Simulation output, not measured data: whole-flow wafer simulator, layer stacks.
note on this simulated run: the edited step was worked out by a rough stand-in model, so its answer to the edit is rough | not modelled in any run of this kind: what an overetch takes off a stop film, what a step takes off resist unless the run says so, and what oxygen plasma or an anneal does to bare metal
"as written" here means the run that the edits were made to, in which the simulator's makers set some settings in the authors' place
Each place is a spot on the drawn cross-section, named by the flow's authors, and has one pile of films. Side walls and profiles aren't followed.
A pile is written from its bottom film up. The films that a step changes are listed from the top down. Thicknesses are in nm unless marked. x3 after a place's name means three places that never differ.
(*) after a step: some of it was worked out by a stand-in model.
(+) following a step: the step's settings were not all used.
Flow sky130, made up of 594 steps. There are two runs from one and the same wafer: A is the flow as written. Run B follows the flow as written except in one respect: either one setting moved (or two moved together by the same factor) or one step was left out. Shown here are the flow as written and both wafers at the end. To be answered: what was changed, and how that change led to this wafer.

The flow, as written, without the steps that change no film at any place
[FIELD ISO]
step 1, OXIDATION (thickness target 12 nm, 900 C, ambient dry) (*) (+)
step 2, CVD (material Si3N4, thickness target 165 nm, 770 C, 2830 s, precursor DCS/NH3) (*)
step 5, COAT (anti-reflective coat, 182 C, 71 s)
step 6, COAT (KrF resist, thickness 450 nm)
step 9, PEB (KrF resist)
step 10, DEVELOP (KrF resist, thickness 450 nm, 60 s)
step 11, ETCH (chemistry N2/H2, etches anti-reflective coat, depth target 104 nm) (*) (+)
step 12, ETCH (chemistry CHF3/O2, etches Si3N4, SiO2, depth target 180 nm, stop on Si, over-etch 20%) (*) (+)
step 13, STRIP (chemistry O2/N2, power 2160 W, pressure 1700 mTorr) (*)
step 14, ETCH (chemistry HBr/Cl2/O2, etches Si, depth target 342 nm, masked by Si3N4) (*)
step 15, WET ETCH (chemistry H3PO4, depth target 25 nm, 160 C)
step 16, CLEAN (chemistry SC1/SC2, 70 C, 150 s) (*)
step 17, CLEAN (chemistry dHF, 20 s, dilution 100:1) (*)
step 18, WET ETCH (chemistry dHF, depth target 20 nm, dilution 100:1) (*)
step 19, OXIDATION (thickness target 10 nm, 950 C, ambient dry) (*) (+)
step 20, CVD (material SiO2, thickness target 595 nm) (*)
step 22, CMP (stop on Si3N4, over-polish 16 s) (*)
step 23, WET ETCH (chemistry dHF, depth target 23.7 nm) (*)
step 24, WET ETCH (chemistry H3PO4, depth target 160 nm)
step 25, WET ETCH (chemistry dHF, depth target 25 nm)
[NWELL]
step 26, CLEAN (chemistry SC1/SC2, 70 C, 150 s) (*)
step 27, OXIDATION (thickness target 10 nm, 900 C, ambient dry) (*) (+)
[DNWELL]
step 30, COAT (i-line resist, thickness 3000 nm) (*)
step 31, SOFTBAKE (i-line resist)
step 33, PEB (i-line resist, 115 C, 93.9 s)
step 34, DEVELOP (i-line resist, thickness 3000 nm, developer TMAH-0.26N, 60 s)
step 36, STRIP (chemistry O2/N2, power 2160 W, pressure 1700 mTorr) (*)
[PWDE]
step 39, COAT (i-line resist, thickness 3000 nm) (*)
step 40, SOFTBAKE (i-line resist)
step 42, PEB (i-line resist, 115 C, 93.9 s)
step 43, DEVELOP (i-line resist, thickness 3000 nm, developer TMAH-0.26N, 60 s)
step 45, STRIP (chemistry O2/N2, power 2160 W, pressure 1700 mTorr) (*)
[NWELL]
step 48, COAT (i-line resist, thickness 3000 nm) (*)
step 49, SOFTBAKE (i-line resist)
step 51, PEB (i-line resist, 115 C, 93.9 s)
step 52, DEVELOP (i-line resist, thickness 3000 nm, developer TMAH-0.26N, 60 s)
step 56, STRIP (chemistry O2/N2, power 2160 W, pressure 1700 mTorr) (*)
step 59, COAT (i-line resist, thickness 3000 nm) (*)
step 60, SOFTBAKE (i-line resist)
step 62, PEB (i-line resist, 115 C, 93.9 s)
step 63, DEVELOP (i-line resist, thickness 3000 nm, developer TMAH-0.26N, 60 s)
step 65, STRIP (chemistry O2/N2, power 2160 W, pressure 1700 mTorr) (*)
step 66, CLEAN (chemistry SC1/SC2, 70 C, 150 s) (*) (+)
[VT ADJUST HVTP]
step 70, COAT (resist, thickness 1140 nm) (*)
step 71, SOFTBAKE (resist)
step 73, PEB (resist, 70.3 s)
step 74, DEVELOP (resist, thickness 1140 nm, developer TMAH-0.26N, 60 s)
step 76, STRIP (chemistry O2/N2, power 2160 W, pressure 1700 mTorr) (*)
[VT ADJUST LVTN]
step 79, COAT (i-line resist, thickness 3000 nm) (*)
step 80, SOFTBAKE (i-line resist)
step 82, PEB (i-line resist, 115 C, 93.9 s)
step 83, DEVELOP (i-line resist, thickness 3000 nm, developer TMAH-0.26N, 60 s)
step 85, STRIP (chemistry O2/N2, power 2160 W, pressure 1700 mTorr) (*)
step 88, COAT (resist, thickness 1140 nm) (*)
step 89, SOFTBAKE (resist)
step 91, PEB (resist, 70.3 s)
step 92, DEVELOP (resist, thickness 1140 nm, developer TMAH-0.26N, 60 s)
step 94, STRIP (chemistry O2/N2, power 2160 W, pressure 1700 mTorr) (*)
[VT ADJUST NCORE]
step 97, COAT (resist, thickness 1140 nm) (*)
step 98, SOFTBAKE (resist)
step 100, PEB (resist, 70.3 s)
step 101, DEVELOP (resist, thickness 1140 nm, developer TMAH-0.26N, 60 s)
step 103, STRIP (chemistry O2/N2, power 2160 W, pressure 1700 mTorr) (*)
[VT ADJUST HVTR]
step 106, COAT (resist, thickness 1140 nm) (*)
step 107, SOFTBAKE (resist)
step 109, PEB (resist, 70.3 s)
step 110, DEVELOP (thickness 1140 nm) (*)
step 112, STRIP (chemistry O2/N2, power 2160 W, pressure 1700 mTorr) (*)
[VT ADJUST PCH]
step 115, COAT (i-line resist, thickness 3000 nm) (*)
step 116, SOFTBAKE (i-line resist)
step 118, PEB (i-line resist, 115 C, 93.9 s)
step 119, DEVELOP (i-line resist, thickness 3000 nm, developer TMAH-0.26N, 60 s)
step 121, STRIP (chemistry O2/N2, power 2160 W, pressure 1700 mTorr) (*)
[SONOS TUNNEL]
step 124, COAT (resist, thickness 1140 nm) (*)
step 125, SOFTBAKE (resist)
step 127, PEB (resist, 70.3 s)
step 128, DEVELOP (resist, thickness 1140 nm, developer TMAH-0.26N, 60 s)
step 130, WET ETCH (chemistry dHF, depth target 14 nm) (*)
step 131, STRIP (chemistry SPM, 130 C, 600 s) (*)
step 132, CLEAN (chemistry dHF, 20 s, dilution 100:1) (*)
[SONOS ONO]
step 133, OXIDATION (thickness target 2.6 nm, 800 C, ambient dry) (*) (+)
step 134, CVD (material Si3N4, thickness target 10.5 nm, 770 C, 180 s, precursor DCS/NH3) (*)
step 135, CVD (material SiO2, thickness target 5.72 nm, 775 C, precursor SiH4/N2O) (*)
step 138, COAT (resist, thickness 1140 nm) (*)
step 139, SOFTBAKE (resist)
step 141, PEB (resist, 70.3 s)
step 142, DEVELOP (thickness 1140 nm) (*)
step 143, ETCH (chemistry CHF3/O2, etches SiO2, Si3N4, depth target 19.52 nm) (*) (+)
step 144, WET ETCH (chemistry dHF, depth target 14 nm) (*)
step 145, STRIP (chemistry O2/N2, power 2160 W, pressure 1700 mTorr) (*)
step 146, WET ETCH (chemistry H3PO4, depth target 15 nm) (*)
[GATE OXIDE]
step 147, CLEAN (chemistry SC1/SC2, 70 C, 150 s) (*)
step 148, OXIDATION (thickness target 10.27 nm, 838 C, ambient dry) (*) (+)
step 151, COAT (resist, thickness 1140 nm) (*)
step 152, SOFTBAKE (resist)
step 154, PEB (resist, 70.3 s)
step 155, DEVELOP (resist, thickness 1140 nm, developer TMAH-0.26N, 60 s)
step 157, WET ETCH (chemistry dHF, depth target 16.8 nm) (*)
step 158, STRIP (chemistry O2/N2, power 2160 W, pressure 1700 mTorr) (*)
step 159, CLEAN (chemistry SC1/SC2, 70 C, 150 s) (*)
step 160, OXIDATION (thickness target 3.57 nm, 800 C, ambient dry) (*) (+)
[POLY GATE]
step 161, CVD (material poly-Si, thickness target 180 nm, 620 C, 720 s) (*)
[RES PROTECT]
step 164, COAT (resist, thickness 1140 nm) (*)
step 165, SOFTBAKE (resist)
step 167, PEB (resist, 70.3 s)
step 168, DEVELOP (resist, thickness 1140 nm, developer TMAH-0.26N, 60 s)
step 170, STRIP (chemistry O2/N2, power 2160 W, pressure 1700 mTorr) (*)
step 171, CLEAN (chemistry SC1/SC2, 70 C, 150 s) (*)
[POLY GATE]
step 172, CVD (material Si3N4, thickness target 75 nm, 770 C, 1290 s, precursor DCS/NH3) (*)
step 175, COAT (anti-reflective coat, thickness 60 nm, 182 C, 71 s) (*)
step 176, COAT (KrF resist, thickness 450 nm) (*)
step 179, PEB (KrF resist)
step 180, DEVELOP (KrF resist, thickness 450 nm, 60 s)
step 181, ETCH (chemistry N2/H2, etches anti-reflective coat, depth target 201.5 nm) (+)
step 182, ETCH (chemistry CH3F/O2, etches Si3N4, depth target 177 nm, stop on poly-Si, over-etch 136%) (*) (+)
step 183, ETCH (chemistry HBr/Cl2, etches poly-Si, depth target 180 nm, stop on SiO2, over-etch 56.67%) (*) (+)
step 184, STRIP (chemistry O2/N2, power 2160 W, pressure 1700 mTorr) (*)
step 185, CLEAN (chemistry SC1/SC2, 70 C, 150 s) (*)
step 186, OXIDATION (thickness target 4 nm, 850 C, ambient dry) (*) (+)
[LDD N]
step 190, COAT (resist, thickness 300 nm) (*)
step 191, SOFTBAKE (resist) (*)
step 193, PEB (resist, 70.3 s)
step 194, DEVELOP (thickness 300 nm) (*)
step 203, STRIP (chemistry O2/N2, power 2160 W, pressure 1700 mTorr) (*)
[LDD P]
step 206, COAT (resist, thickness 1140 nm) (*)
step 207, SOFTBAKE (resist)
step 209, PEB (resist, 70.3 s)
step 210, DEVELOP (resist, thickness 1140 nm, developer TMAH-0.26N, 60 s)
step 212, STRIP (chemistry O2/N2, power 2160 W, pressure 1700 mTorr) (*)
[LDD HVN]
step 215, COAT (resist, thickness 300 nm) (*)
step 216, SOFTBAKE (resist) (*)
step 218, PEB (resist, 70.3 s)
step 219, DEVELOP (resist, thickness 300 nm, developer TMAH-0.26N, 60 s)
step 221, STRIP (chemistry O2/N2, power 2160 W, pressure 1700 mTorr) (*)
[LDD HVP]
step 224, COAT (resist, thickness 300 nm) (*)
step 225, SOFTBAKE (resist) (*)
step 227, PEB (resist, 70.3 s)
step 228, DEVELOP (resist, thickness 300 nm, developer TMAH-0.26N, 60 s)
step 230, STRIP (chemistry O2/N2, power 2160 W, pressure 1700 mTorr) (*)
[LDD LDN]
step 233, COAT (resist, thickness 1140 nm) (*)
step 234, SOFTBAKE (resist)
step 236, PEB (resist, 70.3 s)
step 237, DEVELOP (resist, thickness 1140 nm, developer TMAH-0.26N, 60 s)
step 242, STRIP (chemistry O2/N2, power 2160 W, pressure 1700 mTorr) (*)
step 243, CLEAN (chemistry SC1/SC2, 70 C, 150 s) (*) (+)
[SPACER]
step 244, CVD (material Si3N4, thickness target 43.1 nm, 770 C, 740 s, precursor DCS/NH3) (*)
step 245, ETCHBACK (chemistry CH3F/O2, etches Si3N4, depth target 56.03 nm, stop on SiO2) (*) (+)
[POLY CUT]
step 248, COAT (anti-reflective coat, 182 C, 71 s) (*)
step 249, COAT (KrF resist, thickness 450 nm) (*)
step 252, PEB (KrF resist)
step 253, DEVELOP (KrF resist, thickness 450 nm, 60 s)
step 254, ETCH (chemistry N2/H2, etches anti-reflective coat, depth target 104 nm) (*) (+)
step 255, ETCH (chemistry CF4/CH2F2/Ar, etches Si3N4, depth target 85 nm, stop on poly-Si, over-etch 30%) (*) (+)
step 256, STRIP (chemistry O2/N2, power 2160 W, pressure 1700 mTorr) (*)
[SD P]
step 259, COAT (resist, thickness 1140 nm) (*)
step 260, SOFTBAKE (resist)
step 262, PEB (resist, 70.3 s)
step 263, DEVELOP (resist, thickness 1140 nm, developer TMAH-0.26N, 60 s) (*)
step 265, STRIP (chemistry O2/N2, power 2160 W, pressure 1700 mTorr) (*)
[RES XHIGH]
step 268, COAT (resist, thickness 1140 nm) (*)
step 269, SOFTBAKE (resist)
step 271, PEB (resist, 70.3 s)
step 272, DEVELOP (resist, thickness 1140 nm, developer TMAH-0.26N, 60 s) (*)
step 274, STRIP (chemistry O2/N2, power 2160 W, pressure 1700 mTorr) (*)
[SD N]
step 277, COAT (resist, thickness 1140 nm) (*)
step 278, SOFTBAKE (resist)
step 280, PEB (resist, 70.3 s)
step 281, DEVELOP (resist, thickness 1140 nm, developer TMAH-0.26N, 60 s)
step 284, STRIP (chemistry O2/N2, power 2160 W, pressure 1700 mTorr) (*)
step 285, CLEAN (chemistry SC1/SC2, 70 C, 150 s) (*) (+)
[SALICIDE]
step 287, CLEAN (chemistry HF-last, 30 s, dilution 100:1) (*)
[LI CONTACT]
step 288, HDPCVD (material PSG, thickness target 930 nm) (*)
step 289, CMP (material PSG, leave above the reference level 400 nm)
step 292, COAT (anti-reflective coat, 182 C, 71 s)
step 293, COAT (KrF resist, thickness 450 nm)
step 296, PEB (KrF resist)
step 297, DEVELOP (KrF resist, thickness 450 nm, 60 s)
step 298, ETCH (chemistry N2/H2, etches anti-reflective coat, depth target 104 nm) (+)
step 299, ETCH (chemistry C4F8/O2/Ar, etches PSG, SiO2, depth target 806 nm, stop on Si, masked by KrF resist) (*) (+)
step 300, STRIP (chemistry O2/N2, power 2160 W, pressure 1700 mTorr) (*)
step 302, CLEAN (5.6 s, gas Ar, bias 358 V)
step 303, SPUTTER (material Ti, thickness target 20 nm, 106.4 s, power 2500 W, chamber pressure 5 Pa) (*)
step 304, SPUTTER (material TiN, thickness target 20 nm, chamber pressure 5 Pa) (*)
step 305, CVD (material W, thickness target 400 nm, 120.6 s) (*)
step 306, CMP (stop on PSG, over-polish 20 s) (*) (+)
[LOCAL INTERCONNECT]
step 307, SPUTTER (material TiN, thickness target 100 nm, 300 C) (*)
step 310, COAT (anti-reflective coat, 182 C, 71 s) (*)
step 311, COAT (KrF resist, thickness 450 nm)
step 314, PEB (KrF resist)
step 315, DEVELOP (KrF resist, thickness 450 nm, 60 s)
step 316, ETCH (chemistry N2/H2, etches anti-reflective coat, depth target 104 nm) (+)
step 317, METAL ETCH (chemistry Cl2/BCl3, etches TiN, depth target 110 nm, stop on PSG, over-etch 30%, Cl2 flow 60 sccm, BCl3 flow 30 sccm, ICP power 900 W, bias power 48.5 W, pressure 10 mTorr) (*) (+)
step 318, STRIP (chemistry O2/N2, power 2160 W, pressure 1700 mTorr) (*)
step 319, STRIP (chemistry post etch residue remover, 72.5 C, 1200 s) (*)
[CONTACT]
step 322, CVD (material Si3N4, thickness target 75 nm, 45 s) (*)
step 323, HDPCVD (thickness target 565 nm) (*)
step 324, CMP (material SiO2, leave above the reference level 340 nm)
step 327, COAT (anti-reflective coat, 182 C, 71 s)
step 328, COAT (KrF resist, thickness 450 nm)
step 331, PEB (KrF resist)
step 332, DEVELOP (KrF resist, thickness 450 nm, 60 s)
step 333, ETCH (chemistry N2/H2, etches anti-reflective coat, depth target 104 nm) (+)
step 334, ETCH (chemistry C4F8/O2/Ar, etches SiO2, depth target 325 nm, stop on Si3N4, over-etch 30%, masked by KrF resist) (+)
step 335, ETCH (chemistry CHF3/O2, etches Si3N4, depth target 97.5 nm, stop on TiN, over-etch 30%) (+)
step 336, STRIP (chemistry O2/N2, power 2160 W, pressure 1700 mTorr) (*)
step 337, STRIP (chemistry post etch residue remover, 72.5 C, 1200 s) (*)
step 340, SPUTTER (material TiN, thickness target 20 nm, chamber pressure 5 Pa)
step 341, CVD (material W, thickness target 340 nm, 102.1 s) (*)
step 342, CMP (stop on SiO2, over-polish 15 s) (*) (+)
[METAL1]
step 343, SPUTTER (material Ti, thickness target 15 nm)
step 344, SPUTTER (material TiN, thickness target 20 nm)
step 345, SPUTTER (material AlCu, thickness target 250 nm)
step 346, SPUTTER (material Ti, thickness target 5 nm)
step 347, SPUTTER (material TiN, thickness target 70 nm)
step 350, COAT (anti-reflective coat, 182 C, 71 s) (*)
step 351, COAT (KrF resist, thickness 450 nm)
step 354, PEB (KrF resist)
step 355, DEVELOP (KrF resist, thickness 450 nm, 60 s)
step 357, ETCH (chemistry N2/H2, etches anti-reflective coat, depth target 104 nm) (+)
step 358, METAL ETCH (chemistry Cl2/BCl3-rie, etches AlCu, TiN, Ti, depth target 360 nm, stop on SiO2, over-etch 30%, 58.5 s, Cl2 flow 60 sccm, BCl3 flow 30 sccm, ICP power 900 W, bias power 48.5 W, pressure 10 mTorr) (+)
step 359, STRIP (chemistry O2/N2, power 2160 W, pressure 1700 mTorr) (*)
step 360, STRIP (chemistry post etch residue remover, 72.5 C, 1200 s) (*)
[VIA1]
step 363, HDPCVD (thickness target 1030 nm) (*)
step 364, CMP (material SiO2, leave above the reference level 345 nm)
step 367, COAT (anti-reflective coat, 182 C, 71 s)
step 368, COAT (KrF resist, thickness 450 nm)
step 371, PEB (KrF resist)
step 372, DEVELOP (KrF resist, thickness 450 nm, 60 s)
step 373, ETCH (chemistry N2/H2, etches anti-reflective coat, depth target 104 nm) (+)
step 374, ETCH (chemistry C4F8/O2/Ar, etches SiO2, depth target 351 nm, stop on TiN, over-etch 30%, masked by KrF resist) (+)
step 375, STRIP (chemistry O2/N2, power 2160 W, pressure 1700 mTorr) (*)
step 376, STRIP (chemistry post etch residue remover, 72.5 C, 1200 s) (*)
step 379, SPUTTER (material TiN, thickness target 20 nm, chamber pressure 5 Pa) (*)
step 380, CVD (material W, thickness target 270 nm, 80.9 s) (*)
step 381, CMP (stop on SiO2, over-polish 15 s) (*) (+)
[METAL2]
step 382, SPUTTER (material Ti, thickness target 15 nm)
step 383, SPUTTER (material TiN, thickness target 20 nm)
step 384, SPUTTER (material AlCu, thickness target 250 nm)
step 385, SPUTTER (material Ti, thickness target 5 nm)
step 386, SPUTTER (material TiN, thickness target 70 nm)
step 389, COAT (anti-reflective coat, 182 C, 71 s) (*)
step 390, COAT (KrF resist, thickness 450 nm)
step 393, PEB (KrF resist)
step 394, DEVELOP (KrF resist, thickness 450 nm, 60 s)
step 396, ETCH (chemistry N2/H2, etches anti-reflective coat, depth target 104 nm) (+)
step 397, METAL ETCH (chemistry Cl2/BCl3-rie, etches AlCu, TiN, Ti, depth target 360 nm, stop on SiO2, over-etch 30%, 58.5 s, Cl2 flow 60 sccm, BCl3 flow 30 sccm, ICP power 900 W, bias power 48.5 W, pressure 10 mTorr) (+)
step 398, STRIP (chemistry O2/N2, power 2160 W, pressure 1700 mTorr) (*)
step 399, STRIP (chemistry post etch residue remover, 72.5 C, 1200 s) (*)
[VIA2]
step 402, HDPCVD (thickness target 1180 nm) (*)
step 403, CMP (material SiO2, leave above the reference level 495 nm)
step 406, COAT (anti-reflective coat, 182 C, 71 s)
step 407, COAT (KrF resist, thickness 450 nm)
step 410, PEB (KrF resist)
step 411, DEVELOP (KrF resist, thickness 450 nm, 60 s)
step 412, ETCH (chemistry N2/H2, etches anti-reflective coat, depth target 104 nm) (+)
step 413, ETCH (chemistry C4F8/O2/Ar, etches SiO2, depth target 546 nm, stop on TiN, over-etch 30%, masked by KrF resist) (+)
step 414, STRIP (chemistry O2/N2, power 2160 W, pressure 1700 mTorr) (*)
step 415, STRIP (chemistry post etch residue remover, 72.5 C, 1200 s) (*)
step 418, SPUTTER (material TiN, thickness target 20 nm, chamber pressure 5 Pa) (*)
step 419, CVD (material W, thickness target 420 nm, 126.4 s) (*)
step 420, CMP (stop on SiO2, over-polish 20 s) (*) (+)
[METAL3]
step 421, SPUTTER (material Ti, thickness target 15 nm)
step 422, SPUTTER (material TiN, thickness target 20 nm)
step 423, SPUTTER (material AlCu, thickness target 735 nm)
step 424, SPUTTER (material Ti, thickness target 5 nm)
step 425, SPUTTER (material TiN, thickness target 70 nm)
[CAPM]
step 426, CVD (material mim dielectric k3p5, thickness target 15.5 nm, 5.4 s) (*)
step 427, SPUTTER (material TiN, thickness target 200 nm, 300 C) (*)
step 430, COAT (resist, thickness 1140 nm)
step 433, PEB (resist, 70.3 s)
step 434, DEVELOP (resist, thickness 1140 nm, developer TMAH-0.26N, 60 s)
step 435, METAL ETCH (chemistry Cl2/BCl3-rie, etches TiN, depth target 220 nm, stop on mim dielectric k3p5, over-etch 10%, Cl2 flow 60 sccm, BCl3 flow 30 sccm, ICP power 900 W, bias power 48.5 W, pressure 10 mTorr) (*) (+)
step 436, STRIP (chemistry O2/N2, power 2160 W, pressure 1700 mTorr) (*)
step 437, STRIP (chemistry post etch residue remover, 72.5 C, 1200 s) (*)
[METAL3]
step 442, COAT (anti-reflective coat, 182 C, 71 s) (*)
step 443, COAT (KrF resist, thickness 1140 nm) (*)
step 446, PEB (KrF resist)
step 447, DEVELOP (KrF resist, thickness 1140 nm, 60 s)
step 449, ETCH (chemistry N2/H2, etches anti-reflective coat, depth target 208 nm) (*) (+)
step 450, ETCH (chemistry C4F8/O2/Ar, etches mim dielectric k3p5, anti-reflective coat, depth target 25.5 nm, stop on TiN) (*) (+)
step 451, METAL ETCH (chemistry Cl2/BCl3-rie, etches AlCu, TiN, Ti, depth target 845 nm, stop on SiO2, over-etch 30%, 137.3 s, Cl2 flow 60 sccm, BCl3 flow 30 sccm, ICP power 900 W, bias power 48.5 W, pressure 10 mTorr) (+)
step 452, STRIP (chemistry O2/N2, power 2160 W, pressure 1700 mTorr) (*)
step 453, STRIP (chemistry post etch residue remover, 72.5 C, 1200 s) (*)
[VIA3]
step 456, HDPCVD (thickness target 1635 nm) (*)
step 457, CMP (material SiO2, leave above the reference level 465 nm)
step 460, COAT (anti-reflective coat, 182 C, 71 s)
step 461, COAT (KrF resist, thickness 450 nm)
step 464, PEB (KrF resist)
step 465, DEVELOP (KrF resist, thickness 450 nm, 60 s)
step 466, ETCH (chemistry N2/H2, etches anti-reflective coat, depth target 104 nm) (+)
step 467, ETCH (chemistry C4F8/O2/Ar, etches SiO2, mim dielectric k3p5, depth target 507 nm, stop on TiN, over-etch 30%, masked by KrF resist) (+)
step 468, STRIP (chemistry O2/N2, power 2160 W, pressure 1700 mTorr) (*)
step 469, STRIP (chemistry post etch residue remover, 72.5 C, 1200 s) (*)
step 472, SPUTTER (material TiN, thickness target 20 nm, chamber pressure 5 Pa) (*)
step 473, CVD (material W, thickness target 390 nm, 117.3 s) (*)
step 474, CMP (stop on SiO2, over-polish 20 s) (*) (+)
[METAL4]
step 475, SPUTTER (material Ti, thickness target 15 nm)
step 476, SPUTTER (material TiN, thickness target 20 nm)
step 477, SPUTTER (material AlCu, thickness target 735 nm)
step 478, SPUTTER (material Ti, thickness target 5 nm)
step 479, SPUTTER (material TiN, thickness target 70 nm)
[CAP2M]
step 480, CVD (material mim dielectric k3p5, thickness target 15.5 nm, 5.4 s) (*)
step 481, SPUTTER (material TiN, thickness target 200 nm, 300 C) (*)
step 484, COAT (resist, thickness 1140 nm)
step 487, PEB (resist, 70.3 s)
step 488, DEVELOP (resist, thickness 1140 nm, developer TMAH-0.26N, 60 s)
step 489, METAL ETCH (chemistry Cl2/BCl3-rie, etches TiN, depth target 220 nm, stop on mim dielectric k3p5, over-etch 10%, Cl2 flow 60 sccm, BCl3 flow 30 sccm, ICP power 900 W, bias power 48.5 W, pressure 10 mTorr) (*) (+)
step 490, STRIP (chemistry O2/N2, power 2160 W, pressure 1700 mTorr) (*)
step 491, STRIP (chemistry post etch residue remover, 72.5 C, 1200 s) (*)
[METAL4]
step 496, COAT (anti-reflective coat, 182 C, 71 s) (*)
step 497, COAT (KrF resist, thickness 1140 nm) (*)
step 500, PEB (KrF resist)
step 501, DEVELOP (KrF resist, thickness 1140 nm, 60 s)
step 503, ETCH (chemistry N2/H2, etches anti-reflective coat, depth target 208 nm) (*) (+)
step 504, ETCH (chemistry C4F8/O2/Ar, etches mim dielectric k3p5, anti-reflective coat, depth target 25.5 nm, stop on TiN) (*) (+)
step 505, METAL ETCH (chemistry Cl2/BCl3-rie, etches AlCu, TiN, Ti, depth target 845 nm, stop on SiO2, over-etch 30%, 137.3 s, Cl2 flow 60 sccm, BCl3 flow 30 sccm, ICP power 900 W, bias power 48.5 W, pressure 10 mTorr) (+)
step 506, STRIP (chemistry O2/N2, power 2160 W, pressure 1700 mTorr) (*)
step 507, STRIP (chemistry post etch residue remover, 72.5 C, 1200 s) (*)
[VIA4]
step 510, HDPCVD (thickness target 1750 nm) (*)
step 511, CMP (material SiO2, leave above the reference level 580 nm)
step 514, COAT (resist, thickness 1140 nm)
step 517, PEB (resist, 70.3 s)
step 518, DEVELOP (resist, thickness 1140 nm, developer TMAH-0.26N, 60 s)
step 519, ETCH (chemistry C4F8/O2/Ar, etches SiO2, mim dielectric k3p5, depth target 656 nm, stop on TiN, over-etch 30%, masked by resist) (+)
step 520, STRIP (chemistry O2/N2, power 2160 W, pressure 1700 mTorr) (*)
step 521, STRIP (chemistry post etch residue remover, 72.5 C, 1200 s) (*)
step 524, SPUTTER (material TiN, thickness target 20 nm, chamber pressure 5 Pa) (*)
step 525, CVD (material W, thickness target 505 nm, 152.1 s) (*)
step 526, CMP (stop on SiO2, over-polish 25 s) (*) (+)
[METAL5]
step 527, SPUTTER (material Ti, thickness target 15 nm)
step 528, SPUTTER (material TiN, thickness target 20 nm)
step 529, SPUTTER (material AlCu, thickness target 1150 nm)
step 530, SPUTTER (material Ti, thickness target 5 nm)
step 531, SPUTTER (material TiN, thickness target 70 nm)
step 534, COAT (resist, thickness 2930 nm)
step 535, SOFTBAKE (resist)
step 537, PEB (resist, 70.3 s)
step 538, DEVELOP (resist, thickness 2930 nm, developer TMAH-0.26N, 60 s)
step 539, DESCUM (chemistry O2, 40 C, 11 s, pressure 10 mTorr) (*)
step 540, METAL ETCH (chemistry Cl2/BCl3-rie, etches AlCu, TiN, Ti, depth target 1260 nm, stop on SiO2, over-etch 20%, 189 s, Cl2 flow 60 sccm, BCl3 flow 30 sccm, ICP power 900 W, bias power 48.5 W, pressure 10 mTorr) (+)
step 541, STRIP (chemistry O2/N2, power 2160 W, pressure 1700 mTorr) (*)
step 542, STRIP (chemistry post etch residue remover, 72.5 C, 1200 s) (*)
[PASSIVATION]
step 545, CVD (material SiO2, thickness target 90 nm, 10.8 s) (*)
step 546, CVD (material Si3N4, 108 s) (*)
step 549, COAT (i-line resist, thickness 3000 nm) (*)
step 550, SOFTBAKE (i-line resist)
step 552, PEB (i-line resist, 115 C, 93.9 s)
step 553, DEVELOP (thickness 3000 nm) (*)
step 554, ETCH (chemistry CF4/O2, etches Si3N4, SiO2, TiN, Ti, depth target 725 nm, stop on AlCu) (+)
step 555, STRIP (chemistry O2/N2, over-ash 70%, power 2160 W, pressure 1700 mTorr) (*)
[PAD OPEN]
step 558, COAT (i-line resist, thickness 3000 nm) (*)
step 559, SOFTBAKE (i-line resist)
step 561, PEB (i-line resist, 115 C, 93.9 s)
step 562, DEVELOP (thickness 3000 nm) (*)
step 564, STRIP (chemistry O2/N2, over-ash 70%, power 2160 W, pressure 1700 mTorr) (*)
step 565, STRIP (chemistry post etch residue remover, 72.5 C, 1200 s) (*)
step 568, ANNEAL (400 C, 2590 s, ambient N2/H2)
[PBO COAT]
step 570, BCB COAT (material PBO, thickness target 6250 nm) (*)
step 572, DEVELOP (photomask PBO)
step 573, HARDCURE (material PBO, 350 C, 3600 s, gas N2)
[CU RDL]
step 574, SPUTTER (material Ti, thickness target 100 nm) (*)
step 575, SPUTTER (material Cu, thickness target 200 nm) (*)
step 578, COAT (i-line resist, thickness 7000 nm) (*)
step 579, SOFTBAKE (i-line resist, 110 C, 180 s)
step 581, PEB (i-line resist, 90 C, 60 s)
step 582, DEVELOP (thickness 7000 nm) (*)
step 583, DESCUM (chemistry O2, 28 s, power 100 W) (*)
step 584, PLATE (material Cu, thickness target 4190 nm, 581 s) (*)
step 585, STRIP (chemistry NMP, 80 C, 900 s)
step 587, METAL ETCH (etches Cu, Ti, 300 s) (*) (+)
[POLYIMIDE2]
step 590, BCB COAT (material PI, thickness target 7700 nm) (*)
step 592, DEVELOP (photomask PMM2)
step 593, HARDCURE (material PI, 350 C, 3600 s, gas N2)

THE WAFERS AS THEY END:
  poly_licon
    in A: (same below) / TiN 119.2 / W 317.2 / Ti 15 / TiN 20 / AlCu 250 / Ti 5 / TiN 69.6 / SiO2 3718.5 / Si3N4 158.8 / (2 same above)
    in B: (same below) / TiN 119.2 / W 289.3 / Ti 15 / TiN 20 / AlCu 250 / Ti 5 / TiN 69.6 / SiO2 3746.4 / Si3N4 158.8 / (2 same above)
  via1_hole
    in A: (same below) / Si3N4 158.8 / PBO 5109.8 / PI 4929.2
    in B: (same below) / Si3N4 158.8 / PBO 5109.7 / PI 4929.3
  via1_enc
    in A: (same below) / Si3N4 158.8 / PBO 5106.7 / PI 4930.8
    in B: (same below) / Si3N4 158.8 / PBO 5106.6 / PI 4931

The reason: step 341, CVD: thickness target 289 nm was run, whereas the flow has thickness target 340 nm; step 341, CVD: 86.8 s was run, where the flow has 102.1 s.

Step by step, how the change led to this:
  step 341, CVD (material W, thickness target 340 nm, 102.1 s) (*)
      field, active, n_well and 185 more: A +340 W (new film) | B +289.3 W (new film)
      ndiff_licon, ndiff_licon_cpp, rpo_hd_licon: A +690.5 W (new film) | B +639.9 W (new film)
  step 342, CMP (stop on SiO2, over-polish 15 s) (*) (+)
      poly_licon: A -22.8 W | B nothing
      field, active, n_well and 184 more: A -340 W (all of it), -20 TiN (all of it), -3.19 SiO2 | B -289.3 W (all of it), -20 TiN (all of it), -3.19 SiO2
      (and at 3 other places as well)
  step 350, COAT (anti-reflective coat, 182 C, 71 s) (*)
      poly_licon: A +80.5 anti-reflective coat (new film) | B +108.4 anti-reflective coat (new film)
  step 359, STRIP (chemistry O2/N2, power 2160 W, pressure 1700 mTorr) (*)
      poly_licon: A -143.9 KrF resist (all of it), -80.5 anti-reflective coat (all of it) | B -143.9 KrF resist (all of it), -108.4 anti-reflective coat (all of it)
  step 364, CMP (material SiO2, leave above the reference level 345 nm)
      poly_licon: A -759 SiO2 | B -731.1 SiO2
